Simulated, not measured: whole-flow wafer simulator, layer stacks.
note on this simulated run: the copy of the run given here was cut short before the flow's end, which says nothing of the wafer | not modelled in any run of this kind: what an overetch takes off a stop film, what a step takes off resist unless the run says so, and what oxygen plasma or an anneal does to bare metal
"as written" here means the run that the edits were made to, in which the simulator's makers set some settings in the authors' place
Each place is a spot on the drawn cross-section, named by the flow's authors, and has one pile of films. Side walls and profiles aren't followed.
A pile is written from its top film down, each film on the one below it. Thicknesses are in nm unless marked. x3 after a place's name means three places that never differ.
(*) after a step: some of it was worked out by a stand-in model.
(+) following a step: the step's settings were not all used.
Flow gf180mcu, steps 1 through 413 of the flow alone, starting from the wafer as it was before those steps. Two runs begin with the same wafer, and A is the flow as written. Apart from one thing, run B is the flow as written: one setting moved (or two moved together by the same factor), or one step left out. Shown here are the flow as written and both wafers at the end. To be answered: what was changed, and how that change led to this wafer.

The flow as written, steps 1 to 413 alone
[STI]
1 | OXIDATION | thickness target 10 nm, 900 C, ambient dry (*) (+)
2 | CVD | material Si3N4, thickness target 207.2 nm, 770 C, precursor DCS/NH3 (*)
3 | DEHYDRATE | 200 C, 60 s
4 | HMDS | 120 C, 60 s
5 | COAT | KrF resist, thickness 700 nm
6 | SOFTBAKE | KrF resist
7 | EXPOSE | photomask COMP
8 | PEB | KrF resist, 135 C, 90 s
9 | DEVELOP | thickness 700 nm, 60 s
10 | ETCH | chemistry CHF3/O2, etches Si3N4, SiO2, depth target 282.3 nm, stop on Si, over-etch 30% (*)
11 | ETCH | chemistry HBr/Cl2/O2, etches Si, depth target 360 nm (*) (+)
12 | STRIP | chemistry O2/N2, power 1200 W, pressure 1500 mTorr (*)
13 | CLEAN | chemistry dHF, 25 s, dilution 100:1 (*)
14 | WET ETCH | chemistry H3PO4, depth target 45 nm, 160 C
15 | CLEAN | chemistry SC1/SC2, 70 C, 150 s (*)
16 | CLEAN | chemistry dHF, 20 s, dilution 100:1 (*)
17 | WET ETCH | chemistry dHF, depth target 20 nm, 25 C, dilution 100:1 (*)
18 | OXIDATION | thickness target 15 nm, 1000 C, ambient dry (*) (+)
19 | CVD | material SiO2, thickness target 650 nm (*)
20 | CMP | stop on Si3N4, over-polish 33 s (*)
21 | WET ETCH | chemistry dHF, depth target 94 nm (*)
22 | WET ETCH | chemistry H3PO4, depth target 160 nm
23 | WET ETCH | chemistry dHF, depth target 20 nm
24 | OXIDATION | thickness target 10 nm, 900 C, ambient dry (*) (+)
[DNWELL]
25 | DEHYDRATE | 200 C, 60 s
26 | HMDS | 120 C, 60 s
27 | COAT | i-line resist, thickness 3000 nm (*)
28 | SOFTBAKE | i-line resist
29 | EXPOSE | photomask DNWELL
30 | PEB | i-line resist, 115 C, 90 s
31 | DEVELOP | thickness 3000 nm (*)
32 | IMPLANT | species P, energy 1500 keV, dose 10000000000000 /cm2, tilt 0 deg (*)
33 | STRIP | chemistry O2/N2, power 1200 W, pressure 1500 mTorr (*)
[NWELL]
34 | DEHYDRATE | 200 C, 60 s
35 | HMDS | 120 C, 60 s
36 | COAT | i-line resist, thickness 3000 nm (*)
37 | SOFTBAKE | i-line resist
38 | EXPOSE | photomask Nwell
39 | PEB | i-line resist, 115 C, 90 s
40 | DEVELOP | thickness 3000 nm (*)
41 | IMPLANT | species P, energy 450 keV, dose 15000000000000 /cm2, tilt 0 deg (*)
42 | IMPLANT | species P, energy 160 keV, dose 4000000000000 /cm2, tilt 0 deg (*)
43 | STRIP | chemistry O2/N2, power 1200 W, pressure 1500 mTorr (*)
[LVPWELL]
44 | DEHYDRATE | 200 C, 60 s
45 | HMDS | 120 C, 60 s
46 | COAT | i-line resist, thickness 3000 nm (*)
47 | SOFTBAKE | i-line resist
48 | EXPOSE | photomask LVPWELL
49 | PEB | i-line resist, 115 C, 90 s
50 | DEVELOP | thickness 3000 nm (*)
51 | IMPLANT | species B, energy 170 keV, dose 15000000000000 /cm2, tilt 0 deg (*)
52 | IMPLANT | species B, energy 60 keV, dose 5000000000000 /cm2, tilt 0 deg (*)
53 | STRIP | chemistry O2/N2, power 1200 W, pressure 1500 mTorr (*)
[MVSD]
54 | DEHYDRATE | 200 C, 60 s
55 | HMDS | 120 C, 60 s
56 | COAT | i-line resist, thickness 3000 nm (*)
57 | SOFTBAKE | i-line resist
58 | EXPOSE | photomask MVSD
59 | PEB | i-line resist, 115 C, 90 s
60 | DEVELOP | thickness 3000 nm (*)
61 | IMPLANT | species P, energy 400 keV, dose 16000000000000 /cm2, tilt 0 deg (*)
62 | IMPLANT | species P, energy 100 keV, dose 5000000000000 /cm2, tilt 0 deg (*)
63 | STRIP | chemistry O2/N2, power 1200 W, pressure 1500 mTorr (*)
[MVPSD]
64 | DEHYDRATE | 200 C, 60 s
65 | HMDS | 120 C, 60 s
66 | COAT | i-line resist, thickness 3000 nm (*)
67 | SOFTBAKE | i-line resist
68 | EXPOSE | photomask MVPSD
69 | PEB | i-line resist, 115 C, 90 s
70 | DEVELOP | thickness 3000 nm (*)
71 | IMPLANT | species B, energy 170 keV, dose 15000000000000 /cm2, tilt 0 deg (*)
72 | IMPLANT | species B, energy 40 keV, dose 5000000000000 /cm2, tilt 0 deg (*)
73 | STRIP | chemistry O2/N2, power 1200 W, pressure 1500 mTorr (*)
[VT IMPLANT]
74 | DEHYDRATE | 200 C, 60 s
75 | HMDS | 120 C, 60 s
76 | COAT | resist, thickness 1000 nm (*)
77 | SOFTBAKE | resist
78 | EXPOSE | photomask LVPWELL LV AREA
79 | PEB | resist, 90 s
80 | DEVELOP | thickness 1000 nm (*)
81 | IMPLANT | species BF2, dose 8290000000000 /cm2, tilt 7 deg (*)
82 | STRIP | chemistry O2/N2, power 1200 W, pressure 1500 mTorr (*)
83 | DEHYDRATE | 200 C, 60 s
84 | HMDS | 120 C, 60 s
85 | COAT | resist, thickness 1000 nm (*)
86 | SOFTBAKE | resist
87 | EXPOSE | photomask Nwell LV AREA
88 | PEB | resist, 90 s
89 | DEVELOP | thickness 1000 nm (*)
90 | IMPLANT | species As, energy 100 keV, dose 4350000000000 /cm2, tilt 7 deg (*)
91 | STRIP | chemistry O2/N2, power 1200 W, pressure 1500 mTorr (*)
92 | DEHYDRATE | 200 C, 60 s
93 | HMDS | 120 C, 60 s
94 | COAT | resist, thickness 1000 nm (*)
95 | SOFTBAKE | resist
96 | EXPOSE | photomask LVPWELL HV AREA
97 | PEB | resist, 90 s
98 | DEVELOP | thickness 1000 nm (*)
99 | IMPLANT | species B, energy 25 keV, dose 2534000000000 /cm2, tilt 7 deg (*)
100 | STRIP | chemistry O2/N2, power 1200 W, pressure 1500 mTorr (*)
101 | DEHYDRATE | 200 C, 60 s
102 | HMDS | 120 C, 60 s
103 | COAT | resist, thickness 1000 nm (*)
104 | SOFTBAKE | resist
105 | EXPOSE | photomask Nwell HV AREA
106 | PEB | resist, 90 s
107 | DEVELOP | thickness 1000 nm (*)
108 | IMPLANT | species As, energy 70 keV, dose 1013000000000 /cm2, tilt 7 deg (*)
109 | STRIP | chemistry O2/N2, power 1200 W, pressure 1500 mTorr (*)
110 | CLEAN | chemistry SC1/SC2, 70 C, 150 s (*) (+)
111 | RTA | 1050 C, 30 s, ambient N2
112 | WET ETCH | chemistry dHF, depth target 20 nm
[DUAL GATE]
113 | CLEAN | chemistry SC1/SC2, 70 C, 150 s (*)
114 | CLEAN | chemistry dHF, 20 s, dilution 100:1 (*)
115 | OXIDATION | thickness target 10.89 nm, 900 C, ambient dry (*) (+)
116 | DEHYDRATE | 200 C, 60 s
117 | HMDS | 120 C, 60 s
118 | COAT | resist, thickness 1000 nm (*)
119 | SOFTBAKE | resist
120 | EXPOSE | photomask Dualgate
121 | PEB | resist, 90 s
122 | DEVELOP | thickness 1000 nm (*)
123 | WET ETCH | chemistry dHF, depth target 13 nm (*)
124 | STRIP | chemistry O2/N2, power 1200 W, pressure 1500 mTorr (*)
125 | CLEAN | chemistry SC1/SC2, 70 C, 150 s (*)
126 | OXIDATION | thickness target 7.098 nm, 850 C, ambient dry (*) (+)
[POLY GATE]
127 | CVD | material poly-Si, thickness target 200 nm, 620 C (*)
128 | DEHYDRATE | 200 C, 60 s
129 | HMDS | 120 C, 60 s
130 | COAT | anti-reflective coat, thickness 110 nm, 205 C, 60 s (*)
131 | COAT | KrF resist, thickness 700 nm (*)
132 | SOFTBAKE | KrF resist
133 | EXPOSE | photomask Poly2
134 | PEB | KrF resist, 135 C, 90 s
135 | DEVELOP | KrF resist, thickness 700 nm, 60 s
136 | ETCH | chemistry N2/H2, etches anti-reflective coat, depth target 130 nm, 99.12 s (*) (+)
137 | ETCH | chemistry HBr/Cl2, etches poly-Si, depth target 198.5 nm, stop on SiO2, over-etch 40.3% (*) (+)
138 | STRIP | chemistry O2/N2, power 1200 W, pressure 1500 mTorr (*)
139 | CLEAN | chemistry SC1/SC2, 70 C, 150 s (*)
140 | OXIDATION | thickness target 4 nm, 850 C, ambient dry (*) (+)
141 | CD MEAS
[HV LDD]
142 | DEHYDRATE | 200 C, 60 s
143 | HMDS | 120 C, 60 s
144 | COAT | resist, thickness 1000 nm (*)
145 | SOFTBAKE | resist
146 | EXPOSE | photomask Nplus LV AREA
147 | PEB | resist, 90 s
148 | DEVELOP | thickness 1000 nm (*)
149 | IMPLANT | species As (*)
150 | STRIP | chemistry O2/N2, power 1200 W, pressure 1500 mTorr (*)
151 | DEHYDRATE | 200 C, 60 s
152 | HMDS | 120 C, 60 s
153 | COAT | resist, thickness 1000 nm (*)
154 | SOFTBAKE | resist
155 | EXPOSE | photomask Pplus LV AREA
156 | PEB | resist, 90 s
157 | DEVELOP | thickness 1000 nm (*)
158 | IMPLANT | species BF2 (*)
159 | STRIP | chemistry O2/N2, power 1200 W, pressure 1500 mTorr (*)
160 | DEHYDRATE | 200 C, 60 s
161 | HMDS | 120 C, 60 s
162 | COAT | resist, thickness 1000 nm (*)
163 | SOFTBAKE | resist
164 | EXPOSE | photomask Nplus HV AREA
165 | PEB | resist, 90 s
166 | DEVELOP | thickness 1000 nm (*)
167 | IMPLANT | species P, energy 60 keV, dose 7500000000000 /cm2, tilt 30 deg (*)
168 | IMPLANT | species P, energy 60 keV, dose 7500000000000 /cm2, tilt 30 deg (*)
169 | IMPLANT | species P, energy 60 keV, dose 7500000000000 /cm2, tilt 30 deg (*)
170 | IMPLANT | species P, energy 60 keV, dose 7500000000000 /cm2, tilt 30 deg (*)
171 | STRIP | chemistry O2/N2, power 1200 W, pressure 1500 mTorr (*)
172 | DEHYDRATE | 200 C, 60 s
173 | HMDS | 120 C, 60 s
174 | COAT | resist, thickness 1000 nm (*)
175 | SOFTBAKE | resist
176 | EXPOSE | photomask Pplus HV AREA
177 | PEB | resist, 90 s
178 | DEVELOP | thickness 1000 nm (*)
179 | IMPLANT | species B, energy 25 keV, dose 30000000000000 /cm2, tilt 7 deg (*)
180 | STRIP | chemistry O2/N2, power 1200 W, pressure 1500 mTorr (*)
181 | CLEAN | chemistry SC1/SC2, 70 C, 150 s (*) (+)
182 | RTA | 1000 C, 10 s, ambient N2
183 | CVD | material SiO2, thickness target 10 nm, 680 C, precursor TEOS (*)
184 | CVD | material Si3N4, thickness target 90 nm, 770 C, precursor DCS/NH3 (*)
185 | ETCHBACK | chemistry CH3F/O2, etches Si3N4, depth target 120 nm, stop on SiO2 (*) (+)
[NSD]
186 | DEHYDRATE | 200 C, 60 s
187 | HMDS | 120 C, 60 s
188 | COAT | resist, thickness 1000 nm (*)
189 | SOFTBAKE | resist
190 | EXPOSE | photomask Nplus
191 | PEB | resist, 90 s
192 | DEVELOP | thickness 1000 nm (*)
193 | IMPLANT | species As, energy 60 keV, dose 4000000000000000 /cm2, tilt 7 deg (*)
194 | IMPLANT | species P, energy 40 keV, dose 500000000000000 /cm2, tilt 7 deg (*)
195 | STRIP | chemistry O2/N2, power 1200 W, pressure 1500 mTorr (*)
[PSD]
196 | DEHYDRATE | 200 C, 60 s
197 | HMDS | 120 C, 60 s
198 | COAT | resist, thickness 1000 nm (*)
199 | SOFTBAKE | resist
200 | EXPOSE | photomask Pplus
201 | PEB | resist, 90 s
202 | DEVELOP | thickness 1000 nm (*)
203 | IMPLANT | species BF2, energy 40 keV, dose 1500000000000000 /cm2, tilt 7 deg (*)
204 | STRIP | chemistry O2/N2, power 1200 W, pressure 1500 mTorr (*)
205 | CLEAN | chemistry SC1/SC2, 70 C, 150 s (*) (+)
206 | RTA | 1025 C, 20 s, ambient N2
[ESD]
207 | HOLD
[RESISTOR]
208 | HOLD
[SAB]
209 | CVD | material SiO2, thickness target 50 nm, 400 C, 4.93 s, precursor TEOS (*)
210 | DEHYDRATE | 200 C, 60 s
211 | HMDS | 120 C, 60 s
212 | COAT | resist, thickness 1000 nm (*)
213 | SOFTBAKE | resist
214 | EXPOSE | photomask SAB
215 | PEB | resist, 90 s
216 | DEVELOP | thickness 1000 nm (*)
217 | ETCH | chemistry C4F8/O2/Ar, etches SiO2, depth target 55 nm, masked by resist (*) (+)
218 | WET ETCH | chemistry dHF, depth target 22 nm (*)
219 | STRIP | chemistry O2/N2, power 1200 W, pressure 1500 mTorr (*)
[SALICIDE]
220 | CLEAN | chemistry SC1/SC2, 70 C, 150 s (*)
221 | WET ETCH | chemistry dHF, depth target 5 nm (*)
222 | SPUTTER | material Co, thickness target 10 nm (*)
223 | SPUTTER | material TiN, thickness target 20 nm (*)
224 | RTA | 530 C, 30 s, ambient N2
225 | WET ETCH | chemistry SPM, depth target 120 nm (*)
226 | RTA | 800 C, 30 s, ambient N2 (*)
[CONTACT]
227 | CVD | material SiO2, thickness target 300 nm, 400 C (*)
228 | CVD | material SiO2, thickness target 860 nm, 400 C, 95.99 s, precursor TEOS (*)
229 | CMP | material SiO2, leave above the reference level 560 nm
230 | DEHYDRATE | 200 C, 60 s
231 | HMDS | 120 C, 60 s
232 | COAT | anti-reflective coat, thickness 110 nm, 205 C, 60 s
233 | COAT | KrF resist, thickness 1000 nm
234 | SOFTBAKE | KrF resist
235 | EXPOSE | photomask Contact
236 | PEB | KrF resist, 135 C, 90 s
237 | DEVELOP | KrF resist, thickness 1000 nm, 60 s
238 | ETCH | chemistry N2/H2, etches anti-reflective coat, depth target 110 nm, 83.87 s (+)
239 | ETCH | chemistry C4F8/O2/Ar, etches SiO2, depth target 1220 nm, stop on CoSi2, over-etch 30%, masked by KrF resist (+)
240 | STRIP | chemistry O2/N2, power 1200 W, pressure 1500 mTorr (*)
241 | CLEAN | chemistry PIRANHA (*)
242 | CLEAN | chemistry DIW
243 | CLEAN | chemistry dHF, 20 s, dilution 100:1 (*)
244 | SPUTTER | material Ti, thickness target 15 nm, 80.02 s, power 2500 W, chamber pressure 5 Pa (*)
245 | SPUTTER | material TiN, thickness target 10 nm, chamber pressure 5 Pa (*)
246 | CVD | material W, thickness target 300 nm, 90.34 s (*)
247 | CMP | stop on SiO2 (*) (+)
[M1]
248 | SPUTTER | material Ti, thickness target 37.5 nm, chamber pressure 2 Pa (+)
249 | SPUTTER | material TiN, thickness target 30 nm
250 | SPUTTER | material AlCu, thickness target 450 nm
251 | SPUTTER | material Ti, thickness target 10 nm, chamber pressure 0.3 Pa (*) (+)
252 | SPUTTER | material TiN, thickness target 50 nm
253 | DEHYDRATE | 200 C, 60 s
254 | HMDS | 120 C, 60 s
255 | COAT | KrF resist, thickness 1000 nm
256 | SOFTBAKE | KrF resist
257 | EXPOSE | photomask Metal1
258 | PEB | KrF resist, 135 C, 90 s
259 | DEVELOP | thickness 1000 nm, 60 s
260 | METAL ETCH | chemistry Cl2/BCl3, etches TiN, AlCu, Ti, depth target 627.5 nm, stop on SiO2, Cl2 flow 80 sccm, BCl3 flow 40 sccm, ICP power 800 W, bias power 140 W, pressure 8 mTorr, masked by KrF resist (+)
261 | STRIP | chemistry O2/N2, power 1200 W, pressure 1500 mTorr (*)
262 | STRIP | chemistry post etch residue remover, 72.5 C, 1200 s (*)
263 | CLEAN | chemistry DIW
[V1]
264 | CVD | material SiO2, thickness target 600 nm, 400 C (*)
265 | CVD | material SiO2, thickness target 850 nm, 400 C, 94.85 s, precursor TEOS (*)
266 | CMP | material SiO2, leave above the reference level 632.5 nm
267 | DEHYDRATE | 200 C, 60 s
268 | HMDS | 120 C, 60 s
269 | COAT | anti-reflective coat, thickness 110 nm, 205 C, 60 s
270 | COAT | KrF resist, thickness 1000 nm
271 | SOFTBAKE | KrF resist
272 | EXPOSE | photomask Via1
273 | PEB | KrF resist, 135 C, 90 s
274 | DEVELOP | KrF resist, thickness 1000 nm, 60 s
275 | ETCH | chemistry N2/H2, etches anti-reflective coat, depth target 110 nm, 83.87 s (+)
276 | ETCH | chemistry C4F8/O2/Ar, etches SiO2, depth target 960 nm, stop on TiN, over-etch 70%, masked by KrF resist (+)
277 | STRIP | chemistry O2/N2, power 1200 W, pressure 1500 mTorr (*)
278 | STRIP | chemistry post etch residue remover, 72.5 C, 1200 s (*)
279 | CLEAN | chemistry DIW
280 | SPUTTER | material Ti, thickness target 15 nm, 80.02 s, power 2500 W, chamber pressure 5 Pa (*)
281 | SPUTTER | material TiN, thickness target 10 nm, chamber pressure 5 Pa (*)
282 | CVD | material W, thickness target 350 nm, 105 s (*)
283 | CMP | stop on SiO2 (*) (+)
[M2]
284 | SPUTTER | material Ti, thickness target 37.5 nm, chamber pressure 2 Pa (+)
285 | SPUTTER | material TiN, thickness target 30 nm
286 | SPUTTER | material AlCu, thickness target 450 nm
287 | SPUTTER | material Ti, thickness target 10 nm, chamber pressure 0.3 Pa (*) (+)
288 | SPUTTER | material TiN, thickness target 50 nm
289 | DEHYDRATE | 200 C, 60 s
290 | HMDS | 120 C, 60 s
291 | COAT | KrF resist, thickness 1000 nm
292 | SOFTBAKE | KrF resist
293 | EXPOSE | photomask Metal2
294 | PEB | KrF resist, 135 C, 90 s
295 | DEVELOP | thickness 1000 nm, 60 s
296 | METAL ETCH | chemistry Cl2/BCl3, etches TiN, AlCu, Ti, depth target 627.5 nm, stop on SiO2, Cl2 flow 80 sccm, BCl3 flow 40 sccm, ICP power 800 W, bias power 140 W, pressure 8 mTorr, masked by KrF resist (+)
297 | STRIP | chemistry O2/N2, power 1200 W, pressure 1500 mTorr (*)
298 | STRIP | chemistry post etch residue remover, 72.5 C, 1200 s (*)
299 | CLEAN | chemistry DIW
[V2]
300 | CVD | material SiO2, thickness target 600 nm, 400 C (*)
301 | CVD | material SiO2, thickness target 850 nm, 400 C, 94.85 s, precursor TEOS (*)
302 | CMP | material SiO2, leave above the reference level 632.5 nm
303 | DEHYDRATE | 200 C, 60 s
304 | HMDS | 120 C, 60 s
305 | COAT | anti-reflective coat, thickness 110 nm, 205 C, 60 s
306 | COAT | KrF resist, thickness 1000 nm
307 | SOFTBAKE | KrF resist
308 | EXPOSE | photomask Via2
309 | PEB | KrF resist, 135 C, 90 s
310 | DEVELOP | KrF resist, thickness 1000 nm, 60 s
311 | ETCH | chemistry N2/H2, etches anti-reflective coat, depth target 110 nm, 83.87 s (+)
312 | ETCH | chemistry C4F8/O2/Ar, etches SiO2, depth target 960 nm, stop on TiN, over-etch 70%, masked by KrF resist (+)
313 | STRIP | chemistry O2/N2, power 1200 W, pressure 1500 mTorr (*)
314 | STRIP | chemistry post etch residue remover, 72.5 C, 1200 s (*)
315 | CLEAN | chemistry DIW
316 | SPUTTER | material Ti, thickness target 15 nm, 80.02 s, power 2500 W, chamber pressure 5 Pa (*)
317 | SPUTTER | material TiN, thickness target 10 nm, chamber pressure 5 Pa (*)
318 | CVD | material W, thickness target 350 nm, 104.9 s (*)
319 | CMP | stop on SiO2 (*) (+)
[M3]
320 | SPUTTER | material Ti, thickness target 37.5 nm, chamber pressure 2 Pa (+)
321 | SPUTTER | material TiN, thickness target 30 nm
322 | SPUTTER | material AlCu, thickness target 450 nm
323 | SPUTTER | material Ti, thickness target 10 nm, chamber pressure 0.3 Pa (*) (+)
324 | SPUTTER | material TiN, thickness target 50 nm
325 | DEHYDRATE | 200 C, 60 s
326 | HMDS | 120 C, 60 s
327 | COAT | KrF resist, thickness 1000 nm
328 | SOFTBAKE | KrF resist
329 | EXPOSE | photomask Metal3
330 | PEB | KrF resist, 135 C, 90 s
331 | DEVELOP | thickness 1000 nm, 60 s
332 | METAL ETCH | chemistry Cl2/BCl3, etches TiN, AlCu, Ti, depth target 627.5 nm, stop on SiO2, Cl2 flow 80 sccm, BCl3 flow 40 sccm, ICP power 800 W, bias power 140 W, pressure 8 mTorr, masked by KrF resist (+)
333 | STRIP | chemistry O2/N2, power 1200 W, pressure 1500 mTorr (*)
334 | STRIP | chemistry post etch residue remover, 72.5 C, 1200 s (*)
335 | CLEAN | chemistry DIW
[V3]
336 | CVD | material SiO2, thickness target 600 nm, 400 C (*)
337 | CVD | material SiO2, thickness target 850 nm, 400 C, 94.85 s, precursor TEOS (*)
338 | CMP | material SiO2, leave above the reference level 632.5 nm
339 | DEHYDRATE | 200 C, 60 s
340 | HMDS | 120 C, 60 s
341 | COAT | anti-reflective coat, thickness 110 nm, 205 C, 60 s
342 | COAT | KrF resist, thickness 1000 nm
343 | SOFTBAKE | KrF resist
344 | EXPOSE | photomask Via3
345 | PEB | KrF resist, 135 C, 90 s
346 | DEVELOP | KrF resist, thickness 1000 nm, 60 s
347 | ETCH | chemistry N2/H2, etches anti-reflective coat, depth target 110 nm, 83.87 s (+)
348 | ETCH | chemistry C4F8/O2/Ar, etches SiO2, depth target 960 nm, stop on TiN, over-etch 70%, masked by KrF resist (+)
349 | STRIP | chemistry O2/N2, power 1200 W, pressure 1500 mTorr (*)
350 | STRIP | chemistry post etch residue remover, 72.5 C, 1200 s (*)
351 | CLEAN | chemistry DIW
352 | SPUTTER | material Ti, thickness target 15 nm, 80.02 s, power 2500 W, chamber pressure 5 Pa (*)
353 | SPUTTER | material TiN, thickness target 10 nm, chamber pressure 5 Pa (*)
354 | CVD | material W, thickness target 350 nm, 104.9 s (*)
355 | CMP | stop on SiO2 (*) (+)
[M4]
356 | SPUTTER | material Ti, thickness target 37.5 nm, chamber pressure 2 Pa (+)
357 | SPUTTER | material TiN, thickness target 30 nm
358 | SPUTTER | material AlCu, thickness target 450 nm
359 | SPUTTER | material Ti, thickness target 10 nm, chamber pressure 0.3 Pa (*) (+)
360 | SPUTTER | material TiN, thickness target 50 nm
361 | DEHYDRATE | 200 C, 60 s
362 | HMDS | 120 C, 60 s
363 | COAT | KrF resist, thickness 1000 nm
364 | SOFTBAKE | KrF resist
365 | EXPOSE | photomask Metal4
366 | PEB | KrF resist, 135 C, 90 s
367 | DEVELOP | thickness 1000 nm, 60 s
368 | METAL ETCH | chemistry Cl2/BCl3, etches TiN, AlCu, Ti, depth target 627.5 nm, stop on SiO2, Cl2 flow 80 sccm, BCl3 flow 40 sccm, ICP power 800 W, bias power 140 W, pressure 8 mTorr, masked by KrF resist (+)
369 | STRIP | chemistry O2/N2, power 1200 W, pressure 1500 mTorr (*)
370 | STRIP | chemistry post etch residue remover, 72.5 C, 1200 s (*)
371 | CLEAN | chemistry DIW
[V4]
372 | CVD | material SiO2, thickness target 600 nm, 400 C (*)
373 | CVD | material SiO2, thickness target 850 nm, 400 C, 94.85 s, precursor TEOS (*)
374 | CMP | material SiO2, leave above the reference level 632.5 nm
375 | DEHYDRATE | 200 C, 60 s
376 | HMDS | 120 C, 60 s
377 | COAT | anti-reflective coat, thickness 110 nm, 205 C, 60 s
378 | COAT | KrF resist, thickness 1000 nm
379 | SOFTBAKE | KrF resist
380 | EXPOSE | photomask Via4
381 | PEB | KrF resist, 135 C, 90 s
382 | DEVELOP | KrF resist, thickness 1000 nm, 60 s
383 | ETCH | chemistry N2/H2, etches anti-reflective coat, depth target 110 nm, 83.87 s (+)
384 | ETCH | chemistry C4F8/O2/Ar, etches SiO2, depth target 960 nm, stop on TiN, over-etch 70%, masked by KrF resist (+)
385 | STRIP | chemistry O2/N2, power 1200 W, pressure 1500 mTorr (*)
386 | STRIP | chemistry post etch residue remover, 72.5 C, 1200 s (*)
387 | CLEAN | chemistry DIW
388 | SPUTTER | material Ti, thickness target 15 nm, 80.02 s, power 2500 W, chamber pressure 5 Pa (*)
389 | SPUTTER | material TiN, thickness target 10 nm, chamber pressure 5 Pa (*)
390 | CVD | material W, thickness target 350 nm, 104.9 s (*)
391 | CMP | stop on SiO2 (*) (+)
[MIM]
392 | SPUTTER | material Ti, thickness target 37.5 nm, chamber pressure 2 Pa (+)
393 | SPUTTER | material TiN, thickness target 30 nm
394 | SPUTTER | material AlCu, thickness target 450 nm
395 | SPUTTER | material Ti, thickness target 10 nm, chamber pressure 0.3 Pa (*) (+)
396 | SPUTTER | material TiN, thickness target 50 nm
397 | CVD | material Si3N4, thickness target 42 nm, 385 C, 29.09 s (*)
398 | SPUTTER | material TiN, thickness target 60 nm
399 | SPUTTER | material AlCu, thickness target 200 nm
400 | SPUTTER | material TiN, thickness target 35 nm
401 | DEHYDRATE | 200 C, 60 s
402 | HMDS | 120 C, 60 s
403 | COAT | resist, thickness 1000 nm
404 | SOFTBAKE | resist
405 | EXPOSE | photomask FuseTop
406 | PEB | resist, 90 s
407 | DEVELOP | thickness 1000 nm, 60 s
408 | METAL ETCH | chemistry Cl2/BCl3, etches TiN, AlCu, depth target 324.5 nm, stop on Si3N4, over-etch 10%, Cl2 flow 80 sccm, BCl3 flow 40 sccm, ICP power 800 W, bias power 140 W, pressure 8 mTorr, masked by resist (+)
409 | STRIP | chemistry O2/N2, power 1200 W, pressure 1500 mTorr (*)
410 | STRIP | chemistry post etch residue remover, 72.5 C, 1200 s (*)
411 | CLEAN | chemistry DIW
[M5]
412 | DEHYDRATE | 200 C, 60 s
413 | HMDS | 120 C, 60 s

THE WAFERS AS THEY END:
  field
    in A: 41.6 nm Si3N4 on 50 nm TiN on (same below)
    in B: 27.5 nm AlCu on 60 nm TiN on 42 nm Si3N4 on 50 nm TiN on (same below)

What caused this: step 408, METAL ETCH: depth target 201.8 nm was run, whereas the flow has depth target 324.5 nm.

How this came from the change, step by step:
  408 | METAL ETCH | chemistry Cl2/BCl3, etches TiN, AlCu, depth target 324.5 nm, stop on Si3N4, over-etch 10%, Cl2 flow 80 sccm, BCl3 flow 40 sccm, ICP power 800 W, bias power 140 W, pressure 8 mTorr, masked by resist (+)
      field, field__w1, field__w2 and 107 more: A -35 TiN (all of it), -200 AlCu (all of it), -60 TiN (all of it) | B -35 TiN (all of it), -166.8 AlCu
      mim: A -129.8 resist | B -80.7 resist
  409 | STRIP | chemistry O2/N2, power 1200 W, pressure 1500 mTorr (*)
      mim: A -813 resist (all of it) | B -862.1 resist (all of it)
  410 | STRIP | chemistry post etch residue remover, 72.5 C, 1200 s (*)
      field, field__w1, field__w2 and 107 more: A -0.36 Si3N4 | B -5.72 AlCu
With metal films that touch counted as one body, field has 2 bodies (between them, from the top down: Si3N4 42); the flow as written gives 1 body.
